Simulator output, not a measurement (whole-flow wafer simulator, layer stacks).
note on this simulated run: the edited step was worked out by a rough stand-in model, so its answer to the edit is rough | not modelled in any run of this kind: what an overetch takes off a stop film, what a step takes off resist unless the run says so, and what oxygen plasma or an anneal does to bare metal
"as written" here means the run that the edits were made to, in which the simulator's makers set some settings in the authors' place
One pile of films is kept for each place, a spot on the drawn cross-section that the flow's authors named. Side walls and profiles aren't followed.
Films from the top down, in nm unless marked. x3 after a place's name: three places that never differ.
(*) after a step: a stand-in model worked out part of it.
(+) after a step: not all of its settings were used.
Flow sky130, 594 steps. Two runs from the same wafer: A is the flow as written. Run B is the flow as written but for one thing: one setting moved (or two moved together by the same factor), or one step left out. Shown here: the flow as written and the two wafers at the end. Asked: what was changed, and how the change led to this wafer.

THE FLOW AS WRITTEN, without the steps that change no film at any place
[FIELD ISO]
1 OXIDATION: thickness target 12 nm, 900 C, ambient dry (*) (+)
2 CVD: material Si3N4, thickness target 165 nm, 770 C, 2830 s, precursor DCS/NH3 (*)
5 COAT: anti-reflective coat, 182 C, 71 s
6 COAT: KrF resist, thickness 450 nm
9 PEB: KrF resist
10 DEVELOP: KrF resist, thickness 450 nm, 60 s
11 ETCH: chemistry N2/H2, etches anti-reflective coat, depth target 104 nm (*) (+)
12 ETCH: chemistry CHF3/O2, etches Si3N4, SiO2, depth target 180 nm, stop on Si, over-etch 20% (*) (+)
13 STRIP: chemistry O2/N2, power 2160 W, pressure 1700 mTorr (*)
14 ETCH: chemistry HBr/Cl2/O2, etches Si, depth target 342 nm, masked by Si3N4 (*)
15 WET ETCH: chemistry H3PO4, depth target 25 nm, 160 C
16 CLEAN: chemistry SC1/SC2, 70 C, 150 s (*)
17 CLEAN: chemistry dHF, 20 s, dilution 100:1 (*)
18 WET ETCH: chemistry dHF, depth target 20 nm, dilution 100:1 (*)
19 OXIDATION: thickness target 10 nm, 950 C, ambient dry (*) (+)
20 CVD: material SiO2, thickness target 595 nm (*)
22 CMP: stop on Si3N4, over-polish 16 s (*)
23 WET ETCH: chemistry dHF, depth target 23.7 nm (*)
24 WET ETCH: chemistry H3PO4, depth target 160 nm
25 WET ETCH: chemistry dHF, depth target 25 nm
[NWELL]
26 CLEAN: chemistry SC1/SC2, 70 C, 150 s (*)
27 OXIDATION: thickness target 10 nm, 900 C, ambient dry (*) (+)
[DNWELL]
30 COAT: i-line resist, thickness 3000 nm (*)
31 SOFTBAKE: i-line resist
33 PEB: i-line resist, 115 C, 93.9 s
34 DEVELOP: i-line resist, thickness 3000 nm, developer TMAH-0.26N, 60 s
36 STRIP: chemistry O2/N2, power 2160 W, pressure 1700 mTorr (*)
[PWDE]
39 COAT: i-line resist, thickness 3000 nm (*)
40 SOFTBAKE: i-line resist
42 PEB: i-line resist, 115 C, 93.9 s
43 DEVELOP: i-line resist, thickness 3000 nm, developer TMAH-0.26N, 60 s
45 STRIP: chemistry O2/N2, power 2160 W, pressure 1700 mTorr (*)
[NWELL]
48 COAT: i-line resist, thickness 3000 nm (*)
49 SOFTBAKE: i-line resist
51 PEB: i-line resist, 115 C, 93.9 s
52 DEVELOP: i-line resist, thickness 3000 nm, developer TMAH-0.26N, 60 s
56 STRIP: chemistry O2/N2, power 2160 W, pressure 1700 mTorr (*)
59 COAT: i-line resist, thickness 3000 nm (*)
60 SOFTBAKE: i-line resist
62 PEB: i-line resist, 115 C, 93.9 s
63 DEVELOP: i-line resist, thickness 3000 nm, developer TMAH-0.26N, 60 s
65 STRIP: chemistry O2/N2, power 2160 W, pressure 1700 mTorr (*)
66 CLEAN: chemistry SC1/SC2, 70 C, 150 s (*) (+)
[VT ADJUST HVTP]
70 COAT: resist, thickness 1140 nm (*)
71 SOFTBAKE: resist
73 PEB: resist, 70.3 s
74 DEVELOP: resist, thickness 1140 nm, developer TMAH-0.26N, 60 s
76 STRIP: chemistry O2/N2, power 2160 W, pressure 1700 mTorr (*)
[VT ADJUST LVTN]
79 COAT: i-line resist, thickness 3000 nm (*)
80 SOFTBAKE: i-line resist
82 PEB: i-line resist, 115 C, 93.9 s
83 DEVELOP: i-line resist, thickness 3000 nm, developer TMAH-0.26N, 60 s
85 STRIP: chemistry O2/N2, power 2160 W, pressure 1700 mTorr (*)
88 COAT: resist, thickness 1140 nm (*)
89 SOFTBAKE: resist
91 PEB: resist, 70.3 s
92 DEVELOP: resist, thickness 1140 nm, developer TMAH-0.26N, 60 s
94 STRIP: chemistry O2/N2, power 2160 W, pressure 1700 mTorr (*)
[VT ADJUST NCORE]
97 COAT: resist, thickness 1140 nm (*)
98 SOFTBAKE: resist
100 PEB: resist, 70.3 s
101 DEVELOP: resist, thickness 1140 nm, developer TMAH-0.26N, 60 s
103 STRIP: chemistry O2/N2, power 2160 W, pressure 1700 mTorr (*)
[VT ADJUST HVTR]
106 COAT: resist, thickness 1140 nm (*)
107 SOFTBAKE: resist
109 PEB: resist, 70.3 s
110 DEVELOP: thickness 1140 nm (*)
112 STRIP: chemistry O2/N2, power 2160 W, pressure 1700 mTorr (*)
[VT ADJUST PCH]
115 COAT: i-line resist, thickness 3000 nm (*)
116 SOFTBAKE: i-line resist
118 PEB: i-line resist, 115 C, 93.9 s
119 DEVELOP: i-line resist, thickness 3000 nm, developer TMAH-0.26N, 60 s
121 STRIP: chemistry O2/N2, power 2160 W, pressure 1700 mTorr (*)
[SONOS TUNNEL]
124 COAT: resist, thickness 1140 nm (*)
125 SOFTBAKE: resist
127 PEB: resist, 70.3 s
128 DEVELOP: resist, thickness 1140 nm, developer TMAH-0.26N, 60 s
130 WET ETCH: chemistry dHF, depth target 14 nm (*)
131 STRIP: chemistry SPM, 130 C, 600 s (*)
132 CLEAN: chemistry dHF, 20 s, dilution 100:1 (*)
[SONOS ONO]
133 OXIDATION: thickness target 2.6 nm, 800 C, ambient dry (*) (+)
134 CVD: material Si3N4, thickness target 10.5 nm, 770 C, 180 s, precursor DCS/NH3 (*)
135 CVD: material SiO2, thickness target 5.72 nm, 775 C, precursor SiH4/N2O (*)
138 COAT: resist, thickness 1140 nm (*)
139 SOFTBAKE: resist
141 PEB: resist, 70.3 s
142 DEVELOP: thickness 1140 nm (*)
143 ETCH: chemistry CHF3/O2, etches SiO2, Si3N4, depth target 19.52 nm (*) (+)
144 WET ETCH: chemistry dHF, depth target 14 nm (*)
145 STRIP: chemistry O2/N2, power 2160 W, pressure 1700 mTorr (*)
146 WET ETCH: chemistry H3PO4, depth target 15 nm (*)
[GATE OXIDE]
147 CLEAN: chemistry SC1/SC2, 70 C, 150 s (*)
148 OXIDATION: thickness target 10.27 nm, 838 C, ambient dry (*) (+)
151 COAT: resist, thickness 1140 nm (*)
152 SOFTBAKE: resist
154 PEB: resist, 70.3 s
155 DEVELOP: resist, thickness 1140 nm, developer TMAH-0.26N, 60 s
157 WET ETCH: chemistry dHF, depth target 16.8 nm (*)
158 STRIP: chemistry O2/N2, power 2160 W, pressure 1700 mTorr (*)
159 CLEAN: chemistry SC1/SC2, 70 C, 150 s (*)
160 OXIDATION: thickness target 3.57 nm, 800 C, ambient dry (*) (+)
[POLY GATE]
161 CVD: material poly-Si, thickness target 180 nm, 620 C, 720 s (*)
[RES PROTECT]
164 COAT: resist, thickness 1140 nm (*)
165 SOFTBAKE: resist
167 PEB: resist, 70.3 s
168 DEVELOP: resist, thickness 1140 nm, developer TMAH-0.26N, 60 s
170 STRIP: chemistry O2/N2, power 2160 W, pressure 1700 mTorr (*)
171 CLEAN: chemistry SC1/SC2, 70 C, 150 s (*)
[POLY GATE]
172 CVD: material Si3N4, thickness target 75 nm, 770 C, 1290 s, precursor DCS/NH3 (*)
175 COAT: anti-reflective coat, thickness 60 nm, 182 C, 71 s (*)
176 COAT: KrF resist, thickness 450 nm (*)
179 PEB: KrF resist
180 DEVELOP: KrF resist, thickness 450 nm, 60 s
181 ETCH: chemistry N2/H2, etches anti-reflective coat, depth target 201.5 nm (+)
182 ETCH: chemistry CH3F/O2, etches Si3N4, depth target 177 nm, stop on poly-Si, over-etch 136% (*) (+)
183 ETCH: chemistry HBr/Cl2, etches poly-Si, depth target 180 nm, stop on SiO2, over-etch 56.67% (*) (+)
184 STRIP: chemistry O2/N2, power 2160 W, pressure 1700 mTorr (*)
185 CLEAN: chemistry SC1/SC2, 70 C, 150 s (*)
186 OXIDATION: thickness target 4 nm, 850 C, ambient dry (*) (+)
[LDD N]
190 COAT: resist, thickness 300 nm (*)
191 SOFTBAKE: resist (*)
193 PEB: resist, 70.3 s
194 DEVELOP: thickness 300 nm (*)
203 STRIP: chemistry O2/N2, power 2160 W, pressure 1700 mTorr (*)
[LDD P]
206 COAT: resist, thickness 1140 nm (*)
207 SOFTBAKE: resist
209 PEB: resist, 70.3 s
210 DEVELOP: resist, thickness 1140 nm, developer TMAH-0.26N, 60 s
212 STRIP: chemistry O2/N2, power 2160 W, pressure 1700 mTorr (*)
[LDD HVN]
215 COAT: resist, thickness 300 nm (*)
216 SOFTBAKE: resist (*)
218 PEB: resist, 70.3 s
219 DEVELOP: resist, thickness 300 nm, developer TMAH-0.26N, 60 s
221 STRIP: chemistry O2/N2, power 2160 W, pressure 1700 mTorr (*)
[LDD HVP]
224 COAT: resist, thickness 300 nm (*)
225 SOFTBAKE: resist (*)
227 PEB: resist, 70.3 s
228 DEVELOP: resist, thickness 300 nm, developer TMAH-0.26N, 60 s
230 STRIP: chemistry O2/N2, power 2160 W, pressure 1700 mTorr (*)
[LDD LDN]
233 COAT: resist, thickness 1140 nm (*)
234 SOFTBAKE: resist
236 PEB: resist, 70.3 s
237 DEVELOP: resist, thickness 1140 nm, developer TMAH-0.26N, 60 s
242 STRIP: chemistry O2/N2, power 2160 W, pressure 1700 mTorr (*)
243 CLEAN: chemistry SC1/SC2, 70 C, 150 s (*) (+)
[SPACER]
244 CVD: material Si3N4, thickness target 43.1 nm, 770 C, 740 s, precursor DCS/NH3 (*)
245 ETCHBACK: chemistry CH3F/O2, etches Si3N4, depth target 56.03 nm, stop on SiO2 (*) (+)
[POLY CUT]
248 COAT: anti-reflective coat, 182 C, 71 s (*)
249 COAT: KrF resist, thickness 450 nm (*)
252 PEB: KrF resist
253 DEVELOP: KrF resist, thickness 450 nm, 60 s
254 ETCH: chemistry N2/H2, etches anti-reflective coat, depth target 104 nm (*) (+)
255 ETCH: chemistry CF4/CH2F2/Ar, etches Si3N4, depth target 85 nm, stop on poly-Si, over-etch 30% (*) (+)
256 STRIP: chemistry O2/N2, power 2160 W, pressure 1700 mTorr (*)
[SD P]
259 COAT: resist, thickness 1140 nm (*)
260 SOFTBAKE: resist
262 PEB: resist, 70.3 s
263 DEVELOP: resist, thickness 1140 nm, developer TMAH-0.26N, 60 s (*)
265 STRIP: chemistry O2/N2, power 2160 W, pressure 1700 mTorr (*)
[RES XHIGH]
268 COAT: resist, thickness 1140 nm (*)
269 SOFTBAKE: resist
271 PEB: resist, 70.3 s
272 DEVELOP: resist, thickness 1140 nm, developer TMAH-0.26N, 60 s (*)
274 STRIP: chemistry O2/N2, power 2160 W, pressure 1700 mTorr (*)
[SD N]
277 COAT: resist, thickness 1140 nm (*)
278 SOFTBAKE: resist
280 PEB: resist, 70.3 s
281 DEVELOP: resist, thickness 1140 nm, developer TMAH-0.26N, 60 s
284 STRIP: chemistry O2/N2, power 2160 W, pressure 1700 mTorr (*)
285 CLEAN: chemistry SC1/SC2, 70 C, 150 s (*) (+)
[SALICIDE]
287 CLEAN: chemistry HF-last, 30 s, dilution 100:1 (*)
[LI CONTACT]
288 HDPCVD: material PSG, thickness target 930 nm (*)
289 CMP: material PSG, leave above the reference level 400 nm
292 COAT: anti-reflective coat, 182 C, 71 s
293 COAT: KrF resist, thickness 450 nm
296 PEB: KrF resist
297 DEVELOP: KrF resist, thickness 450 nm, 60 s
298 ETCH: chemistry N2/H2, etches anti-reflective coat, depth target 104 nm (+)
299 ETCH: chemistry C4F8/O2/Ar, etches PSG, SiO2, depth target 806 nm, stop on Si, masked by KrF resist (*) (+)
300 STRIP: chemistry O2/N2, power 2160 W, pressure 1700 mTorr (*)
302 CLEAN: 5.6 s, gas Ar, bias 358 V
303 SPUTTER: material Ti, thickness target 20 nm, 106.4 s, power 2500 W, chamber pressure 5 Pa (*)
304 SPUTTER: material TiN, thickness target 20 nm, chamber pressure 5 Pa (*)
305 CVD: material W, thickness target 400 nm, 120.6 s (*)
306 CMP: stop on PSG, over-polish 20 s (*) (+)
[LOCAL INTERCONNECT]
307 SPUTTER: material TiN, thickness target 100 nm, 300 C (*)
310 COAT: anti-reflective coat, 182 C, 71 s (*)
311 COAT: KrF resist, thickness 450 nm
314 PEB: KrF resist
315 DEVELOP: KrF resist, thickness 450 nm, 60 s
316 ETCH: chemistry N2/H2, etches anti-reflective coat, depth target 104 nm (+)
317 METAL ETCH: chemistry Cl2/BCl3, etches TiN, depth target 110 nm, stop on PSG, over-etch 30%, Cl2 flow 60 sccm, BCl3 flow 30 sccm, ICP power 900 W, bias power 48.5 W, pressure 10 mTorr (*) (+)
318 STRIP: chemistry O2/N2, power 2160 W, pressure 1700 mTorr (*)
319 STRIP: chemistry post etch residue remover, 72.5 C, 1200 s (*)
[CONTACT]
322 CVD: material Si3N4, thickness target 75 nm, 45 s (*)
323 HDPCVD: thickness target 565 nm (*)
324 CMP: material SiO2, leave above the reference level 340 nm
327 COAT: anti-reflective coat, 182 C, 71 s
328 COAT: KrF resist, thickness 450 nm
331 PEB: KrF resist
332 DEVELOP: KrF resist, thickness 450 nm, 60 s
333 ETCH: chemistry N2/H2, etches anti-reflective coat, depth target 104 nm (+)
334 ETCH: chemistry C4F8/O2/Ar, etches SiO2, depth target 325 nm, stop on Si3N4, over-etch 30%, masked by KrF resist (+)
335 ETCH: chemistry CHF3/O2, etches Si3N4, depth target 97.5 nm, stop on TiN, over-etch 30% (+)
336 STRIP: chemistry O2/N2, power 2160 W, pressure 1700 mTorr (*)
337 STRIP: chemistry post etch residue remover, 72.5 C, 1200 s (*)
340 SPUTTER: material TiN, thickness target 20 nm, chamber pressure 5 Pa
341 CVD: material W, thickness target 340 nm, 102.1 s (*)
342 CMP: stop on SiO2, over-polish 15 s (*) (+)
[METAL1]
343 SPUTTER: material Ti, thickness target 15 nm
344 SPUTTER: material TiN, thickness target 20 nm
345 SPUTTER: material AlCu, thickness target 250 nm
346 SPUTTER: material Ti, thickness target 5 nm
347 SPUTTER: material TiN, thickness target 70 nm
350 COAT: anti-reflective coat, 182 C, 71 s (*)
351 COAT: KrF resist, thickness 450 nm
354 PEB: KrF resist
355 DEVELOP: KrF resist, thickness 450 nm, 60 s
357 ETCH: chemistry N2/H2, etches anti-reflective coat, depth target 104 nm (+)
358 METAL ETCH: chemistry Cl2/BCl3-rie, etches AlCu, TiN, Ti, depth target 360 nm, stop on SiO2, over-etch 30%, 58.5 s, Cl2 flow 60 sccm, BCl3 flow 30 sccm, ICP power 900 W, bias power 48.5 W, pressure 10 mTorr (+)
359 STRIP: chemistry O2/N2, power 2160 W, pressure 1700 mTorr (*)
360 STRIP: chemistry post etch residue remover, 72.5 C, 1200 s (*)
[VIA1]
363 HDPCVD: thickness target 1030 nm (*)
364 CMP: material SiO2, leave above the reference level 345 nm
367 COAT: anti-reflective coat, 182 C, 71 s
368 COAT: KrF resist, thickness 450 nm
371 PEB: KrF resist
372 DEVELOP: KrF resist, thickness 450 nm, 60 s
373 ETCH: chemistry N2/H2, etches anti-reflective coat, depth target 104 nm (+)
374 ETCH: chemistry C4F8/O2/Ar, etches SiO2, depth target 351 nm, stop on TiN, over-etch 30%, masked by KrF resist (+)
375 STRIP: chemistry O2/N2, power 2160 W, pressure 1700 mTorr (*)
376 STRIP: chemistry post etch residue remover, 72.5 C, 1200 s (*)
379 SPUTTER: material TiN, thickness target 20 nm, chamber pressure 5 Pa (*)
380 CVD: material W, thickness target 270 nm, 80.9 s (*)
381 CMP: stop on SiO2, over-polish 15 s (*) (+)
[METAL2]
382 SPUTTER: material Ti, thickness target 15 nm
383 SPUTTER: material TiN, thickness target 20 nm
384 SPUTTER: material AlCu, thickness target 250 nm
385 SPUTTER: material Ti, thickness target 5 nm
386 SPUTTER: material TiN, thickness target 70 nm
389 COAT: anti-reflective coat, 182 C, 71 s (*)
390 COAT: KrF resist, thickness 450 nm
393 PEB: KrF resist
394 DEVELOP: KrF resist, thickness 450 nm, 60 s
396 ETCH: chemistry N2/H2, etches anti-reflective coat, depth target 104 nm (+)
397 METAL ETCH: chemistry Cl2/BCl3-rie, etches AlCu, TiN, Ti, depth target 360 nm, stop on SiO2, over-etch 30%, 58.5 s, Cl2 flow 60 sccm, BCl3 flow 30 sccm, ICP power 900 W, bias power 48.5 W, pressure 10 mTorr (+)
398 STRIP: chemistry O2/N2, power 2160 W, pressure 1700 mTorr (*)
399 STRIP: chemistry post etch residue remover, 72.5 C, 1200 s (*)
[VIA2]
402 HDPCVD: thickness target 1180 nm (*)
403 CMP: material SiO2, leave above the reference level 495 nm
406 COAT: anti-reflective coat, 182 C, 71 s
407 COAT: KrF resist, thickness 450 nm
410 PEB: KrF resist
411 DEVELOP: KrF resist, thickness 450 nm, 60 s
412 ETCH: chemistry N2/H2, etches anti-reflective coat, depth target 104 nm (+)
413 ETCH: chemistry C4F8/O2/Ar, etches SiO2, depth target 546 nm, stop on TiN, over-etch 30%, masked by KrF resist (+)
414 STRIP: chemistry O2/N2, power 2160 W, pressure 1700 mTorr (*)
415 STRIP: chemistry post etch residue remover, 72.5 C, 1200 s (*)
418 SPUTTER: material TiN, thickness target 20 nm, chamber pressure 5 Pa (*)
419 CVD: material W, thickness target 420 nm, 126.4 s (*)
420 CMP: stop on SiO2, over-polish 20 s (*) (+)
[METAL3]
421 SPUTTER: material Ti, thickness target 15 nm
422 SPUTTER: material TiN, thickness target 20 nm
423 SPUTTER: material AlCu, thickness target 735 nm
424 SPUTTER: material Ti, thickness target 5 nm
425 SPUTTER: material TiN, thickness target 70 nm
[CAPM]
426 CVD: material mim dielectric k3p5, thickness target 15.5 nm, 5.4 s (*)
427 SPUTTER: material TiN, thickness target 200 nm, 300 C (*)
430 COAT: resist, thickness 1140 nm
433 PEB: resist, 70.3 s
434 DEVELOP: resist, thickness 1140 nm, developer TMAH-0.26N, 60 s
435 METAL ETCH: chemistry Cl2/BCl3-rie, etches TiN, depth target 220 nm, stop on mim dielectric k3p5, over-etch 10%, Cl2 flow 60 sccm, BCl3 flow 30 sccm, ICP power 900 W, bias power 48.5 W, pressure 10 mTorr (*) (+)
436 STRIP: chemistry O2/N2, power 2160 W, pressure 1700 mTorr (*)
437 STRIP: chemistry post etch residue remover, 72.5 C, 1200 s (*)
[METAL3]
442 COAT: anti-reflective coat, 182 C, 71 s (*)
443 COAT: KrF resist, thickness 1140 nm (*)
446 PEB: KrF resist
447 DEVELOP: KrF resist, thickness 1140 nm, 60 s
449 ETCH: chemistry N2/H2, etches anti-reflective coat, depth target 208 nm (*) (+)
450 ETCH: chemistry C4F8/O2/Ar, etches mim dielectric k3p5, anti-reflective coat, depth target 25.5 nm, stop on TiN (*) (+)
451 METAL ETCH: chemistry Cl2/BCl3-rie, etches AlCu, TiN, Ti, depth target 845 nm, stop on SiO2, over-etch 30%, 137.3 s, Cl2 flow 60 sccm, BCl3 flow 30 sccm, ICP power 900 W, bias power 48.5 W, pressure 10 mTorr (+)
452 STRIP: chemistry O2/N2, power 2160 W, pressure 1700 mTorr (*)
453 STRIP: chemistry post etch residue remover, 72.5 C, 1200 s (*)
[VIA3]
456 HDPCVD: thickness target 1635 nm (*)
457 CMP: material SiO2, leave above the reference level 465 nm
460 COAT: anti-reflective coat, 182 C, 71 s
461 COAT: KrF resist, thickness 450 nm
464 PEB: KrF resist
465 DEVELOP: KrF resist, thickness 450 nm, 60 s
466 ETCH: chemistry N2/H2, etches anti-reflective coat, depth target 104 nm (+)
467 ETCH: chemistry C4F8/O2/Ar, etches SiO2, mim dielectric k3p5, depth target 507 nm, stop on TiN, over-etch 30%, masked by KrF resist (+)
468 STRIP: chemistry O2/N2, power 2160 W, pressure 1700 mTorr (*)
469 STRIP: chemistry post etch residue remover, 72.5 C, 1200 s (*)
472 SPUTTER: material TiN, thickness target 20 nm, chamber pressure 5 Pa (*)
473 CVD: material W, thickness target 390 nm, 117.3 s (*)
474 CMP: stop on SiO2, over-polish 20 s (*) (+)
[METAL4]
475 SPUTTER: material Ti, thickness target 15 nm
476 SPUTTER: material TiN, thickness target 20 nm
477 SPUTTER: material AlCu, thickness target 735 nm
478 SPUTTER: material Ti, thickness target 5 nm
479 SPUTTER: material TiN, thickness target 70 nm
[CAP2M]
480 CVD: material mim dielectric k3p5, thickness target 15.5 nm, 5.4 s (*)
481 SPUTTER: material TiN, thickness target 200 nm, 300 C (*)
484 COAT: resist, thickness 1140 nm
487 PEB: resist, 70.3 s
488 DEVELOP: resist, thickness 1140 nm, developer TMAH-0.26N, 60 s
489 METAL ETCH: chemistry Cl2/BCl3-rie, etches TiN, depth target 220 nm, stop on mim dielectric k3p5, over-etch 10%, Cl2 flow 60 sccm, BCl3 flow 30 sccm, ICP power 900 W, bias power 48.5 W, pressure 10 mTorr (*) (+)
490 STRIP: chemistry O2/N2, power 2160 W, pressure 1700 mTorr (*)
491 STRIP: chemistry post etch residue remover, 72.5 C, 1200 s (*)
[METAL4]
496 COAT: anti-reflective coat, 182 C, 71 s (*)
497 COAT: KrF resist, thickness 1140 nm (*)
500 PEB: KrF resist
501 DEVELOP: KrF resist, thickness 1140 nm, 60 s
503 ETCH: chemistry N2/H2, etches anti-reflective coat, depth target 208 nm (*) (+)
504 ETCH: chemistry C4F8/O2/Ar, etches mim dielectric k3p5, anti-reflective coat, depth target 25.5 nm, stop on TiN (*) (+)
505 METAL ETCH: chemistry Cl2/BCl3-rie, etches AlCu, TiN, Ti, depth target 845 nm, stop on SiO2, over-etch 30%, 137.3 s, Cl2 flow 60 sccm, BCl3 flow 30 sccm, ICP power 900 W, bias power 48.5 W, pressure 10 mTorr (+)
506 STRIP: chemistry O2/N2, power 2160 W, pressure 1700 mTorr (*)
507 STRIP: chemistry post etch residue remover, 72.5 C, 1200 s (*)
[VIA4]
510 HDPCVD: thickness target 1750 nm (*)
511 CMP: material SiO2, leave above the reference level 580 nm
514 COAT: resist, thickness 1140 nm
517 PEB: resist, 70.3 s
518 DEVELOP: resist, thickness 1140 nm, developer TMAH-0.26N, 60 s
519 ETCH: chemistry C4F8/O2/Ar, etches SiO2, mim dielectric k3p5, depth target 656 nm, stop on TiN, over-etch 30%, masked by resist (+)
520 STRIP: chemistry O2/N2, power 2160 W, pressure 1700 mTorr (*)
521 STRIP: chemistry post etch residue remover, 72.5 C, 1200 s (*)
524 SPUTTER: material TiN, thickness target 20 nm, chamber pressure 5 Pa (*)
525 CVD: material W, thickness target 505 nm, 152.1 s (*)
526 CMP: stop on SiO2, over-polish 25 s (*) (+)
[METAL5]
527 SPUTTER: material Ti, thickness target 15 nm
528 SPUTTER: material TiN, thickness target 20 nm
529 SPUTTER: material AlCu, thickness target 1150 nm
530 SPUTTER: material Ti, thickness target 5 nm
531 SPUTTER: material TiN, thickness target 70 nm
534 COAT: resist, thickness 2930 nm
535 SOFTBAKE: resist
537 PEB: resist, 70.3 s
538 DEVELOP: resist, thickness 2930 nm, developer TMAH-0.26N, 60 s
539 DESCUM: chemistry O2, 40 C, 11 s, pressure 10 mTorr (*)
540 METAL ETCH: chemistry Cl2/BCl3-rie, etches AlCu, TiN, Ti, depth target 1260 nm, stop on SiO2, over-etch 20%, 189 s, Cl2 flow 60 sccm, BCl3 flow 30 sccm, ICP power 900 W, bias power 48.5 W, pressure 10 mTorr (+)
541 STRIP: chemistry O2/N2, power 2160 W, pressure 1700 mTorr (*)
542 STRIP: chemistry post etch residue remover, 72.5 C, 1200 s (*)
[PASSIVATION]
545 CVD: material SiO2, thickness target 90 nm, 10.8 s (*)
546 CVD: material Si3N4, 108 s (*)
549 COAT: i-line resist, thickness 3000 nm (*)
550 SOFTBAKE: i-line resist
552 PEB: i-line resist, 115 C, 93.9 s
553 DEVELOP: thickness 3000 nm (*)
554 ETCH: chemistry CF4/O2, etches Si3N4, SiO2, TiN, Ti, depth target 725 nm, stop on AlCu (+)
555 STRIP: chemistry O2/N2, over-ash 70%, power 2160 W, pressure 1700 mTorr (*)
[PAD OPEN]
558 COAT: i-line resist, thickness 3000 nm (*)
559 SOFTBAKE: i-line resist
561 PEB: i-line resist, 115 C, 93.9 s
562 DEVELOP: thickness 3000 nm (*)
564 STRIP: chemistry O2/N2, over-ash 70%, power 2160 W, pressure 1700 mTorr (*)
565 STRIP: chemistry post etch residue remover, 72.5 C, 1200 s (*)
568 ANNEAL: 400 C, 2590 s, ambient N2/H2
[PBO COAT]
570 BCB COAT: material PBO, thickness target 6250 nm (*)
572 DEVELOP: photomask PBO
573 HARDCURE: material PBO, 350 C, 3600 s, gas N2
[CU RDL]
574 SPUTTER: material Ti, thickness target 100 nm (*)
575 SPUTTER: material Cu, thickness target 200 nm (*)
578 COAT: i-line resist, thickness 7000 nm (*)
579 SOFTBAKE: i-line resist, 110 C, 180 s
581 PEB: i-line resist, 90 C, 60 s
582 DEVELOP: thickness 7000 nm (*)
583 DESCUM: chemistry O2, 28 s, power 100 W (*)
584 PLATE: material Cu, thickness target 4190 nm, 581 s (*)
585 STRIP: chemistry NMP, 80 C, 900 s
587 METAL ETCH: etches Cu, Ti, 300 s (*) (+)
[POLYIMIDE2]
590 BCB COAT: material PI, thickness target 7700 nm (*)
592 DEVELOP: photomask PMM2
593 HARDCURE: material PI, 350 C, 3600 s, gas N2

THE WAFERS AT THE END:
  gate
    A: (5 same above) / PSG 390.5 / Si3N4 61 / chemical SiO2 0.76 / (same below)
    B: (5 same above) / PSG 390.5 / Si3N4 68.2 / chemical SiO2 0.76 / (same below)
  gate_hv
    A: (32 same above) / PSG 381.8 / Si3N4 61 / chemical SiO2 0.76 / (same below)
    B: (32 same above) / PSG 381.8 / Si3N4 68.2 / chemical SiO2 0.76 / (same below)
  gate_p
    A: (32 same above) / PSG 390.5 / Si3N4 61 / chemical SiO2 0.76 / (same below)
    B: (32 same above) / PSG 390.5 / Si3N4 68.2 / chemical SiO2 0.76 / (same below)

The cause: step 245, ETCHBACK: depth target 48.75 nm was run, where the flow has depth target 56.03 nm.

How the change led to this, step by step:
  245 ETCHBACK: chemistry CH3F/O2, etches Si3N4, depth target 56.03 nm, stop on SiO2 (*) (+)
      field, active, p_well and 101 more: A Si3N4 -43.1 (all of it), SiO2 -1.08 | B Si3N4 -43.1 (all of it), SiO2 -0.47
      n_well, gate, gate_hv and 74 more: A Si3N4 -56 | B Si3N4 -48.8
  248 COAT: anti-reflective coat, 182 C, 71 s (*)
      active: A anti-reflective coat +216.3 (new film) | B anti-reflective coat +221.8 (new film)
      gate_hv: A anti-reflective coat +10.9 (new film) | B anti-reflective coat +9.56 (new film)
      (and at 48 more places)
  249 COAT: KrF resist, thickness 450 nm (*)
      poly_dn: A KrF resist +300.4 (new film) | B KrF resist +293.6 (new film)
      gate_lvt_sd_len: A KrF resist +334.5 (new film) | B KrF resist +327.2 (new film)
  254 ETCH: chemistry N2/H2, etches anti-reflective coat, depth target 104 nm (*) (+)
      rxpo_ln: A anti-reflective coat -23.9 (all of it), Si3N4 -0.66 | B anti-reflective coat -24.8 (all of it), Si3N4 -0.64
  255 ETCH: chemistry CF4/CH2F2/Ar, etches Si3N4, depth target 85 nm, stop on poly-Si, over-etch 30% (*) (+)
      field, active, n_well and 180 more: A KrF resist -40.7 | B KrF resist -42.5
      rpo_wd, rxpo_wd: A Si3N4 -61.6 (all of it), chemical SiO2 -0.75 (all of it) | B Si3N4 -68.9 (all of it), chemical SiO2 -0.75 (all of it)
      (and at 5 more places)
  256 STRIP: chemistry O2/N2, power 2160 W, pressure 1700 mTorr (*)
      active: A KrF resist -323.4 (all of it), anti-reflective coat -216.3 (all of it) | B KrF resist -319.4 (all of it), anti-reflective coat -221.8 (all of it)
      n_well: A KrF resist -262 (all of it), anti-reflective coat -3 (all of it) | B KrF resist -255.2 (all of it), anti-reflective coat -3 (all of it)
      (and at 52 more places)
  260 SOFTBAKE: resist
      gate_pwde_dnw: A resist -15.5 | B resist -16.2
      drift_pwde_fp: A resist -11.6 | B resist -12.2
      (and at 3 more places)
  269 SOFTBAKE: resist
      gate_pwde_dnw: A resist -15.5 | B resist -16.2
      drift_pwde_fp: A resist -11.6 | B resist -12.2
      (and at 3 more places)
  278 SOFTBAKE: resist
      gate_pwde_dnw: A resist -15.5 | B resist -16.2
      drift_pwde_fp: A resist -11.6 | B resist -12.2
      (and at 3 more places)
  289 CMP: material PSG, leave above the reference level 400 nm
      active, sd_n, contact and 14 more: A PSG -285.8 | B PSG -279.1
      pwell_dnw, sd_hvn, dext_ntap_nw and 14 more: A PSG -294.2 | B PSG -287.5
      (and at 19 more places)
  299 ETCH: chemistry C4F8/O2/Ar, etches PSG, SiO2, depth target 806 nm, stop on Si, masked by KrF resist (*) (+)
      contact, ndiff_licon, ndiff_licon_cpp: A PSG -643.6 (all of it), SiO2 -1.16 (all of it) | B PSG -650.2 (all of it), SiO2 -1.76 (all of it)
  306 CMP: stop on PSG, over-polish 20 s (*) (+)
      poly_licon: A W -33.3 | B W -26.1
